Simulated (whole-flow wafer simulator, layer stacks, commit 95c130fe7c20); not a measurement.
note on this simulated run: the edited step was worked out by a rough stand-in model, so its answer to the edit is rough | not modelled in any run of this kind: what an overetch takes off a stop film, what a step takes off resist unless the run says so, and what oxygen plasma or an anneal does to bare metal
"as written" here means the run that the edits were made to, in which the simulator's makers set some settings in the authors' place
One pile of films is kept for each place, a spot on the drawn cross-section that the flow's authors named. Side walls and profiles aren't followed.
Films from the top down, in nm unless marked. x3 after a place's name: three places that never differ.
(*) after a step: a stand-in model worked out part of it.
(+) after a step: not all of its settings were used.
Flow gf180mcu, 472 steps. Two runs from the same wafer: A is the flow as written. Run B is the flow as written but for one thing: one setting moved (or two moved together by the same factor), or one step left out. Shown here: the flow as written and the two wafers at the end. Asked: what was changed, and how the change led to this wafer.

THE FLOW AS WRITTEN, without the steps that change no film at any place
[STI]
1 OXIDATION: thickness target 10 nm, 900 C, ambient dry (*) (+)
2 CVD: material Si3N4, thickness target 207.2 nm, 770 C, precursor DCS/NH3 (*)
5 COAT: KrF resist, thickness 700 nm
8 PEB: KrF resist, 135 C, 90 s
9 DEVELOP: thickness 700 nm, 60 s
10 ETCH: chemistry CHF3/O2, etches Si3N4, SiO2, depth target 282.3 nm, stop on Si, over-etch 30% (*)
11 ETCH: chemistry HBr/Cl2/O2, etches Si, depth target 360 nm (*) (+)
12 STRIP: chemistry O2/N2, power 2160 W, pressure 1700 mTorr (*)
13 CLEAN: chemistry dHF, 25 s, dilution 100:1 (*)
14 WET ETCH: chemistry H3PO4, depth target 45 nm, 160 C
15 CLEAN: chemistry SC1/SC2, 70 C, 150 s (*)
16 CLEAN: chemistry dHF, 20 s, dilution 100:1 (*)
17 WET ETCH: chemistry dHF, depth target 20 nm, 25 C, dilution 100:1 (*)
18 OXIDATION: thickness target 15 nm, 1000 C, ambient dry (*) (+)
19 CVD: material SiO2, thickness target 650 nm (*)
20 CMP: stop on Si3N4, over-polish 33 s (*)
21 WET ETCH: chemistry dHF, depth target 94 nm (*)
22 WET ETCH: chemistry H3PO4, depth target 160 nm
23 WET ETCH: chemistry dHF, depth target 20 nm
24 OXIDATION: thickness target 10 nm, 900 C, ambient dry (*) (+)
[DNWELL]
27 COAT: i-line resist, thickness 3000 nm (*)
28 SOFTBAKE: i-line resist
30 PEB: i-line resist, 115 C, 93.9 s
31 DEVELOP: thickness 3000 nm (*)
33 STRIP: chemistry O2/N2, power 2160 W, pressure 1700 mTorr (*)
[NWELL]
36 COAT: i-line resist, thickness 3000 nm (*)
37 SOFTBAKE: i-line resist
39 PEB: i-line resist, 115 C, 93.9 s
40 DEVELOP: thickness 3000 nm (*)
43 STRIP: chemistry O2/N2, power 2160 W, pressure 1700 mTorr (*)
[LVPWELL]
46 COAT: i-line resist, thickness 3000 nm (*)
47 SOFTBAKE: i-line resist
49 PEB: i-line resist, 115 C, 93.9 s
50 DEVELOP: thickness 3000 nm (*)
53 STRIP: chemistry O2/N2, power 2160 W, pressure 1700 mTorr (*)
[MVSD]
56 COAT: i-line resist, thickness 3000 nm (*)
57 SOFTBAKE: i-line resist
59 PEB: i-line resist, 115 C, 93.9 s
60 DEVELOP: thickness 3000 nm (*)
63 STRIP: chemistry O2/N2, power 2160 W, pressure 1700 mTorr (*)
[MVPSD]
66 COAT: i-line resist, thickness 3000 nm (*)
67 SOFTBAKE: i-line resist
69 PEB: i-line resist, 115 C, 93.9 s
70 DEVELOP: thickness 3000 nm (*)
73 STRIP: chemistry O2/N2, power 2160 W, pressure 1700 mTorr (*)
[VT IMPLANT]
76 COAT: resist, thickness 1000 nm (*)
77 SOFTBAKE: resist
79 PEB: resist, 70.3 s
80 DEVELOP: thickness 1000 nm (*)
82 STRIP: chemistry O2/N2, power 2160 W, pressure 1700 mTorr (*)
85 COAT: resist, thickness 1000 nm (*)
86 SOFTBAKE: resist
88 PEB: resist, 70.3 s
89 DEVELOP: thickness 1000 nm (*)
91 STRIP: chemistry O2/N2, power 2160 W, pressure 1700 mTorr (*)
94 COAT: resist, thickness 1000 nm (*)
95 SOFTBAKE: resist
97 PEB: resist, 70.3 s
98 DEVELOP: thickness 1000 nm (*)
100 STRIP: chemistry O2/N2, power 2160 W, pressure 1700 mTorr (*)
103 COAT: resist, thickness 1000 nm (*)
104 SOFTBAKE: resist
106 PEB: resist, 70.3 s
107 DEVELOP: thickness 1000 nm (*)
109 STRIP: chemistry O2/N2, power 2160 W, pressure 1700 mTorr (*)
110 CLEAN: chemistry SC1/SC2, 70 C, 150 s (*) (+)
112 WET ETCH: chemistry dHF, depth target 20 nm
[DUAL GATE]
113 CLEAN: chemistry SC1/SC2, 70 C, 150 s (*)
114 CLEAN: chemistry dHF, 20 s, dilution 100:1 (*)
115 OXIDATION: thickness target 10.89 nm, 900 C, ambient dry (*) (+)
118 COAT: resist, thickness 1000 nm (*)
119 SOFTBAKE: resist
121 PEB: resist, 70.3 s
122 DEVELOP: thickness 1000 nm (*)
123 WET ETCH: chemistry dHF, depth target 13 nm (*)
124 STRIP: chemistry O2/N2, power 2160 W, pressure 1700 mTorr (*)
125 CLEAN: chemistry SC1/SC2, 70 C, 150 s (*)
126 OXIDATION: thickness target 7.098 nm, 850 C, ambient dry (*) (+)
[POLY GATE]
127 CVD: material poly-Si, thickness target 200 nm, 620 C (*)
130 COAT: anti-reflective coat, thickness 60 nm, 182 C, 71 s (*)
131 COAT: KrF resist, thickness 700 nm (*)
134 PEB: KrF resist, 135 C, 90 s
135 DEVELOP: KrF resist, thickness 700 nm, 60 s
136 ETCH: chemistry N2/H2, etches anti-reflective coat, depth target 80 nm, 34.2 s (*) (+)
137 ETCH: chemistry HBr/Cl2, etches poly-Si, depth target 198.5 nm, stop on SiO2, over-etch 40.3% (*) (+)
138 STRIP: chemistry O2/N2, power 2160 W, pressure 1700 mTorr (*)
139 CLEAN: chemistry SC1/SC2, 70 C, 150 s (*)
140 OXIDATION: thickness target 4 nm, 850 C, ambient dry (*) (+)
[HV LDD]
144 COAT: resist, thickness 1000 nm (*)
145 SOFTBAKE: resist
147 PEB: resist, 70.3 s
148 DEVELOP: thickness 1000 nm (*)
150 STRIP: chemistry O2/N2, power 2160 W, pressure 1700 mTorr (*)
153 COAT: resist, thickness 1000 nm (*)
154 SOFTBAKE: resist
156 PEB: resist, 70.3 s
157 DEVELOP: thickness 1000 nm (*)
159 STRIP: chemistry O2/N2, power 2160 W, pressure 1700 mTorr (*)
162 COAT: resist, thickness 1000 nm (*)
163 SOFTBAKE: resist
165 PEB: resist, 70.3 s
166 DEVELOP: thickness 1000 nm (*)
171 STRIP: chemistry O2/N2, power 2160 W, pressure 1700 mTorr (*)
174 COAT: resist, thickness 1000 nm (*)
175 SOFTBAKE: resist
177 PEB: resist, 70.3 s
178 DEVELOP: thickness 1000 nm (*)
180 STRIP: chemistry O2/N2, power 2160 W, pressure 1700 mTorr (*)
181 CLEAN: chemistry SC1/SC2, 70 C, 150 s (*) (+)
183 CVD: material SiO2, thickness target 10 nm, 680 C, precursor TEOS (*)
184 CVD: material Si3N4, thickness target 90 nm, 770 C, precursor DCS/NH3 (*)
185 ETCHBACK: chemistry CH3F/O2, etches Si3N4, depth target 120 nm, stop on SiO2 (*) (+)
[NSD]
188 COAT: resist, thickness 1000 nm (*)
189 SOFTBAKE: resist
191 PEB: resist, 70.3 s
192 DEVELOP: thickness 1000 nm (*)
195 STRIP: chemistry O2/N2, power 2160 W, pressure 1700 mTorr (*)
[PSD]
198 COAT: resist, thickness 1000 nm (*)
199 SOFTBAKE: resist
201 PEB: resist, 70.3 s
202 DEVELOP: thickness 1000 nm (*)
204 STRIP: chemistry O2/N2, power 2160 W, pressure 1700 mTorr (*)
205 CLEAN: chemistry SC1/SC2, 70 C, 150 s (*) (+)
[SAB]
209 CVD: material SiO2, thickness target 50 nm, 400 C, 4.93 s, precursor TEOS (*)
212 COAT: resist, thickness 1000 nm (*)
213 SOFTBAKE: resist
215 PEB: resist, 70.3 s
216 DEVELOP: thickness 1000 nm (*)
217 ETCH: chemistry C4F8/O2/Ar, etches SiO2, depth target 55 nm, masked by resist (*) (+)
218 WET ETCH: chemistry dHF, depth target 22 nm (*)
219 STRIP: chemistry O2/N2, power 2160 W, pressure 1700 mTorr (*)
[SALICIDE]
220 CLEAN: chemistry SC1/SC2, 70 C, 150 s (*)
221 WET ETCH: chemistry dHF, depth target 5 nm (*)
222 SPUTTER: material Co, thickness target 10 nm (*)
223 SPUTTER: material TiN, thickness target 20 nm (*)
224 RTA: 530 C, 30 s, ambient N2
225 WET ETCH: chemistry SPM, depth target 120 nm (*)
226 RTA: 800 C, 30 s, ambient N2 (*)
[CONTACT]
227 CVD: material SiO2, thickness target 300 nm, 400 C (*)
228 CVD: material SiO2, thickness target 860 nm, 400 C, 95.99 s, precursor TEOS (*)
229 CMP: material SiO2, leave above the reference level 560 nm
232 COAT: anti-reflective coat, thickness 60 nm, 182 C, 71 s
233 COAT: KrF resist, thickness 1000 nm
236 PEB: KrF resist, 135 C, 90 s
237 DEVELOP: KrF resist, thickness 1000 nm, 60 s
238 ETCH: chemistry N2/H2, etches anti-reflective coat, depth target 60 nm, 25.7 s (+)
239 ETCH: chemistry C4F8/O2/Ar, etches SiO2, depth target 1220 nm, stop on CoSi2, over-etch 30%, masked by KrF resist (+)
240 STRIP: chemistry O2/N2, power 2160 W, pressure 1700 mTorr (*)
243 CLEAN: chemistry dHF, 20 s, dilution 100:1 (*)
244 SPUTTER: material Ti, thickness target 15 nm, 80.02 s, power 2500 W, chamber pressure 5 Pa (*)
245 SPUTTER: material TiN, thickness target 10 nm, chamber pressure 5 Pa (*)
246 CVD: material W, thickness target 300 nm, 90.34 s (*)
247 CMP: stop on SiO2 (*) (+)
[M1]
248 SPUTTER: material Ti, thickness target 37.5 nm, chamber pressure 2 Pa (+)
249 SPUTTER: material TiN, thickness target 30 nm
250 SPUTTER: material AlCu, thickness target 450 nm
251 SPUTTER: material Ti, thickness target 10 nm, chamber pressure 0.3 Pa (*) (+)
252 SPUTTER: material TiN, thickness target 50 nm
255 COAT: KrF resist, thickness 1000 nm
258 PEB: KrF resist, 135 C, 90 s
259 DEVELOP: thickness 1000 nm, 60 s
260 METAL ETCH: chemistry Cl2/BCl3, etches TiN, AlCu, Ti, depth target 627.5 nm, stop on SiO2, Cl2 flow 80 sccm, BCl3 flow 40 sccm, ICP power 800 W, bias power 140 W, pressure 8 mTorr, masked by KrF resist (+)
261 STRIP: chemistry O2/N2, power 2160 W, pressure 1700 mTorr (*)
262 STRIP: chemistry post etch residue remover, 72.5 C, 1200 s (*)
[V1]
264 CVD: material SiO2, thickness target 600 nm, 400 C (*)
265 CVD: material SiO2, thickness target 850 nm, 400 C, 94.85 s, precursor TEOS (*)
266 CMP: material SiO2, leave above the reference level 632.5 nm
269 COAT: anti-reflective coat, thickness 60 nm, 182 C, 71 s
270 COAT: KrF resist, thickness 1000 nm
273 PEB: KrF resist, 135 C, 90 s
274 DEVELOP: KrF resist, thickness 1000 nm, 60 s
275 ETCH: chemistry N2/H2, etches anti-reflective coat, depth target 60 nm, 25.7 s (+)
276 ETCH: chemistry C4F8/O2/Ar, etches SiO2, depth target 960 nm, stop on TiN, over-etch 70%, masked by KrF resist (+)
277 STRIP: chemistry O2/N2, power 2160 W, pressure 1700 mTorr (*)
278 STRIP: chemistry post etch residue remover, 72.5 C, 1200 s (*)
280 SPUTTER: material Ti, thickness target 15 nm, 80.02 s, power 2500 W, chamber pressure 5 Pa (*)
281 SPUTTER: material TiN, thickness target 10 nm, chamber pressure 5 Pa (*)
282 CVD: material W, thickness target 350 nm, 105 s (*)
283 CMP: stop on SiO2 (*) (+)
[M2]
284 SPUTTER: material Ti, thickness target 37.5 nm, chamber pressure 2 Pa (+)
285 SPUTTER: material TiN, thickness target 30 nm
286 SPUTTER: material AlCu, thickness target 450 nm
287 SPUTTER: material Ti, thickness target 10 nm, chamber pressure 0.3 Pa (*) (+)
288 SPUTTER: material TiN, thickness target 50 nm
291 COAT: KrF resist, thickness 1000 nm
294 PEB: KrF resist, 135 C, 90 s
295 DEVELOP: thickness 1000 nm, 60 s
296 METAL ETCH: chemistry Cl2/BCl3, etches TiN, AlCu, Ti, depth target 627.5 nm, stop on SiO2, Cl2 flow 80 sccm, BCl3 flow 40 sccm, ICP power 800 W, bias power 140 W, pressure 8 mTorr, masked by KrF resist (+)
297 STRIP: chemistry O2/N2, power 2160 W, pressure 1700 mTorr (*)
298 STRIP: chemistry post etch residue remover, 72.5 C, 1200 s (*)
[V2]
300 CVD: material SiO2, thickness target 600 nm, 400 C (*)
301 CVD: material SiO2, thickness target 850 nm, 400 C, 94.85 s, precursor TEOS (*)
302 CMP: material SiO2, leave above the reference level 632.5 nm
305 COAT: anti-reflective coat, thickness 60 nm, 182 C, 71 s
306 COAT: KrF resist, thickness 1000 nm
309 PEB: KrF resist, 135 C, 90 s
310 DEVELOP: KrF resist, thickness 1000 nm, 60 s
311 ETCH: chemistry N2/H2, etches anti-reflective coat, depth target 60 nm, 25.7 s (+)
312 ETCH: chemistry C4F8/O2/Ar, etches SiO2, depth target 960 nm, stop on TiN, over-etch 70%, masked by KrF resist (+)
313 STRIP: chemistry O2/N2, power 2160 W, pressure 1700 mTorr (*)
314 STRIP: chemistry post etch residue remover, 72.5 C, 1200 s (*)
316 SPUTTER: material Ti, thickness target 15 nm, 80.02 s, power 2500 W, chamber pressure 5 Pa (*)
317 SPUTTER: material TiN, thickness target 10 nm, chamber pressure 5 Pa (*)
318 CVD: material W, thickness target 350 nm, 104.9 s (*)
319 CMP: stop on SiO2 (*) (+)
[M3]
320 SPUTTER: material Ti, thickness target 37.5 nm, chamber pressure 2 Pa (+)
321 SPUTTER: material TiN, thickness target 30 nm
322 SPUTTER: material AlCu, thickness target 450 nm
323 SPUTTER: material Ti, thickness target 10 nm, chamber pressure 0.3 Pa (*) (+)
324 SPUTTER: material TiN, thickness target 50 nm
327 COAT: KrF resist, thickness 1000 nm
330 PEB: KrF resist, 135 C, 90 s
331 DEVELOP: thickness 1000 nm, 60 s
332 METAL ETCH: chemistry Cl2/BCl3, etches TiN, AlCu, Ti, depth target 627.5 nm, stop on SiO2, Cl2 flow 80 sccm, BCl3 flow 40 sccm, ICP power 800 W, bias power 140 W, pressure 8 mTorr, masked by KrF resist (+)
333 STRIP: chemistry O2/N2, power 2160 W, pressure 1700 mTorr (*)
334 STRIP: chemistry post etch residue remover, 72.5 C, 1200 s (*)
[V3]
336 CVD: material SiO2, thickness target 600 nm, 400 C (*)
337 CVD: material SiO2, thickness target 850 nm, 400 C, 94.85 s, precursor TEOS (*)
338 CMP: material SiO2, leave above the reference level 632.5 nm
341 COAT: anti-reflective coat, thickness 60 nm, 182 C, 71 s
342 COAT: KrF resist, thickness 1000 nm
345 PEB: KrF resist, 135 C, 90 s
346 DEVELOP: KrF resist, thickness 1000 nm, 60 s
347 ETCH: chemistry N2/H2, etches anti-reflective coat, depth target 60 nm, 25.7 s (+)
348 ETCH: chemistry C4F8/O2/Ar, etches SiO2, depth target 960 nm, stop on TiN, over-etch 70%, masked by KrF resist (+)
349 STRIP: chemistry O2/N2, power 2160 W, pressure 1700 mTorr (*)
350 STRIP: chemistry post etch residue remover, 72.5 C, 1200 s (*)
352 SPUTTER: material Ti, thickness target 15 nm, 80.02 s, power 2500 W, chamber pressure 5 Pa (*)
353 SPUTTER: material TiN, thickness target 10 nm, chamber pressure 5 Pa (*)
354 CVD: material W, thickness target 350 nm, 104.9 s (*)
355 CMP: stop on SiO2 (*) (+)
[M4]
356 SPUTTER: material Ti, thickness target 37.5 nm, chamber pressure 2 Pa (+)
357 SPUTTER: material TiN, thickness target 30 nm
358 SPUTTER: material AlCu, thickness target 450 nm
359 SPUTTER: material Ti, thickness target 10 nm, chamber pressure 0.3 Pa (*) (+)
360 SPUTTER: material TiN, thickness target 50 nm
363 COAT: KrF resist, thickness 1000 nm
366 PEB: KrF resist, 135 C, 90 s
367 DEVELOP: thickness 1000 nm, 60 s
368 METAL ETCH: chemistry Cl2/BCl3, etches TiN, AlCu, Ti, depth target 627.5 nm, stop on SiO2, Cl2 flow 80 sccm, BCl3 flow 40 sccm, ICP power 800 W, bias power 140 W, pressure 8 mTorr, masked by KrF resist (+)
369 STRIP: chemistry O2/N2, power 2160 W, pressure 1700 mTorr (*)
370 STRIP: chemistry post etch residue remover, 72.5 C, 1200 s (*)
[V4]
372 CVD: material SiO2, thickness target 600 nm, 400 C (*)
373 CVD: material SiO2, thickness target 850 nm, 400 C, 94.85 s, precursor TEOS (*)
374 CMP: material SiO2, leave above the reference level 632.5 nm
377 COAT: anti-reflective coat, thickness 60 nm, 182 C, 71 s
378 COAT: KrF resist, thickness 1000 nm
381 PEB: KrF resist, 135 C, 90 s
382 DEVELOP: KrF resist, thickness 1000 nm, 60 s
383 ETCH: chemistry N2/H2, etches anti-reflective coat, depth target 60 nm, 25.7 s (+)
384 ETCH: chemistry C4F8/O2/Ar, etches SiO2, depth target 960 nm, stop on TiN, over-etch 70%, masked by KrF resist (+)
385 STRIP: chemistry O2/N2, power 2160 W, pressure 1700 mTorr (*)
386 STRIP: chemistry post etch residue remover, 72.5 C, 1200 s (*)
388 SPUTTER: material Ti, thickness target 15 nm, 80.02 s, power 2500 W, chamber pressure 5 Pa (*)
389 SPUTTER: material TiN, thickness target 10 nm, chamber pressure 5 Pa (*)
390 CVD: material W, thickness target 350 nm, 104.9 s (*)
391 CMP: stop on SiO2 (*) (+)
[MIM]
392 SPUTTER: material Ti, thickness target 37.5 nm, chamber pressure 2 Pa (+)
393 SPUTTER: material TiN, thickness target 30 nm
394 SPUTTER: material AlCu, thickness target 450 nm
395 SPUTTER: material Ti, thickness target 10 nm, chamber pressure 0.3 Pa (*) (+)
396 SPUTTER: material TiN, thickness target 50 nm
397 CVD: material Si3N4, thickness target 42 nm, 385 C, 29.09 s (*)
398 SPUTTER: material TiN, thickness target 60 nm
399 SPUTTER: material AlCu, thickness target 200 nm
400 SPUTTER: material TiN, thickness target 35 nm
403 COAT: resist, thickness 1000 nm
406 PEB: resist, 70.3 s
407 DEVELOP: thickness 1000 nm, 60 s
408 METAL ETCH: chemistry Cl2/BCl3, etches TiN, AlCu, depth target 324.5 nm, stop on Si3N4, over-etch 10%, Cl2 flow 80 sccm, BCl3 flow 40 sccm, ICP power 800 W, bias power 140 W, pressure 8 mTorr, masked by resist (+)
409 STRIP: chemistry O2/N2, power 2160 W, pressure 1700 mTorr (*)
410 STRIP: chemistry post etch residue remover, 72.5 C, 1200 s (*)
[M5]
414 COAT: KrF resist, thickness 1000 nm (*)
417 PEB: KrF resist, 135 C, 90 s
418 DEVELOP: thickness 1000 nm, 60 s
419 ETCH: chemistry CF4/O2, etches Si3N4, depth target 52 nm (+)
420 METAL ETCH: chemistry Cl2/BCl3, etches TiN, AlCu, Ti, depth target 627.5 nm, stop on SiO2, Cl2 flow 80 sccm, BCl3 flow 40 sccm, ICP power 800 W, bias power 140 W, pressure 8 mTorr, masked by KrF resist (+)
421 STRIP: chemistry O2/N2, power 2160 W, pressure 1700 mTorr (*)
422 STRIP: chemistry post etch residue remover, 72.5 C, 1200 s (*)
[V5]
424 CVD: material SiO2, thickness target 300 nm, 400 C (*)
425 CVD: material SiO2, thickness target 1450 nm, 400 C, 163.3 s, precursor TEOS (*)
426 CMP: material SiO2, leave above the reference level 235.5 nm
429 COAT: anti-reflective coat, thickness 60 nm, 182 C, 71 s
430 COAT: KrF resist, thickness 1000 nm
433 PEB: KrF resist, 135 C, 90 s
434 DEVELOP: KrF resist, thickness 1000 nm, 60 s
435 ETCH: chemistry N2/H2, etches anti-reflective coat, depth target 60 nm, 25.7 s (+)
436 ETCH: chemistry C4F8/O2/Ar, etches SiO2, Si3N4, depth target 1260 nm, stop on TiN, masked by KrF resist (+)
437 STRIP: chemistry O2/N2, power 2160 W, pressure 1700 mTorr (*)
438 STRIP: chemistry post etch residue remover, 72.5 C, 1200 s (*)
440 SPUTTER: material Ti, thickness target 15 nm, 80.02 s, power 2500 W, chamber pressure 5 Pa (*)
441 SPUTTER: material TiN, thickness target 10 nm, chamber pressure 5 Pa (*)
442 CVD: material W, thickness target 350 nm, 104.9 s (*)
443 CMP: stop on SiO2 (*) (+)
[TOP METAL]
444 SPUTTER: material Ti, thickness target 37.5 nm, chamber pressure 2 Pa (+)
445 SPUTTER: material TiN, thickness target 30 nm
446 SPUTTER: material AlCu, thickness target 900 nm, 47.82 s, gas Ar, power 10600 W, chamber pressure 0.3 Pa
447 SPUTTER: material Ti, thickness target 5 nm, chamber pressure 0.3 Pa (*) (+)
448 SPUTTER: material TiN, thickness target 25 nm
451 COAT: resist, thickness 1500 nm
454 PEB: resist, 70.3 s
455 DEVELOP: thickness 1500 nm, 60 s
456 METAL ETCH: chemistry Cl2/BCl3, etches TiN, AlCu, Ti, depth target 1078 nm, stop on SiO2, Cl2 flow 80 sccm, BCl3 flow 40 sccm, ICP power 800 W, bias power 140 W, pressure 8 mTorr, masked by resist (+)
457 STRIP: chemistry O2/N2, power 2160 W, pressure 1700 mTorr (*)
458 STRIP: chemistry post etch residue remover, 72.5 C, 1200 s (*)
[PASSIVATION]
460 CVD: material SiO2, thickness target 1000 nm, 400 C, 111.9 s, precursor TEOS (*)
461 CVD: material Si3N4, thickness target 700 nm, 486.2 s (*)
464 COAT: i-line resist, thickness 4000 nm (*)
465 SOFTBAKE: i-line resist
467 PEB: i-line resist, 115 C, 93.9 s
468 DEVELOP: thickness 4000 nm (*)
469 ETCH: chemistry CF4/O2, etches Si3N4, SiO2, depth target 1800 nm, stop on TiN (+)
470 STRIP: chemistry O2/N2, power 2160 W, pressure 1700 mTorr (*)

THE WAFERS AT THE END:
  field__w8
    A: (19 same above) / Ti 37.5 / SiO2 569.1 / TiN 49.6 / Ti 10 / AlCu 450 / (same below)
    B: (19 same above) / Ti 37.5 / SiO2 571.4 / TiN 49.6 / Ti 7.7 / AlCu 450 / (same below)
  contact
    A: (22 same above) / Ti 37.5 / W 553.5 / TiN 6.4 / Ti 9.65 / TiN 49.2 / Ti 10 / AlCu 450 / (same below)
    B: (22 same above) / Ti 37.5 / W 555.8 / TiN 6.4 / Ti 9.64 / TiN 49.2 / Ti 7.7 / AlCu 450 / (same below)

The cause: step 323, SPUTTER: thickness target 7.7 nm was run, where the flow has thickness target 10 nm.
It can be read off the wafer: field__w8 has Ti 7.7, and step 323 as written asks for 10 nm.

How the change led to this, step by step:
  323 SPUTTER: material Ti, thickness target 10 nm, chamber pressure 0.3 Pa (*) (+)
      field, field__w1, field__w2 and 108 more: A Ti +10 (new film) | B Ti +7.7 (new film)
  332 METAL ETCH: chemistry Cl2/BCl3, etches TiN, AlCu, Ti, depth target 627.5 nm, stop on SiO2, Cl2 flow 80 sccm, BCl3 flow 40 sccm, ICP power 800 W, bias power 140 W, pressure 8 mTorr, masked by KrF resist (+)
      field, field__w1, field__w2 and 103 more: A TiN -50 (all of it), Ti -10 (all of it), AlCu -450 (all of it), TiN -30 (all of it), Ti -37.5 (all of it) | B TiN -50 (all of it), Ti -7.7 (all of it), AlCu -450 (all of it), TiN -30 (all of it), Ti -37.5 (all of it)
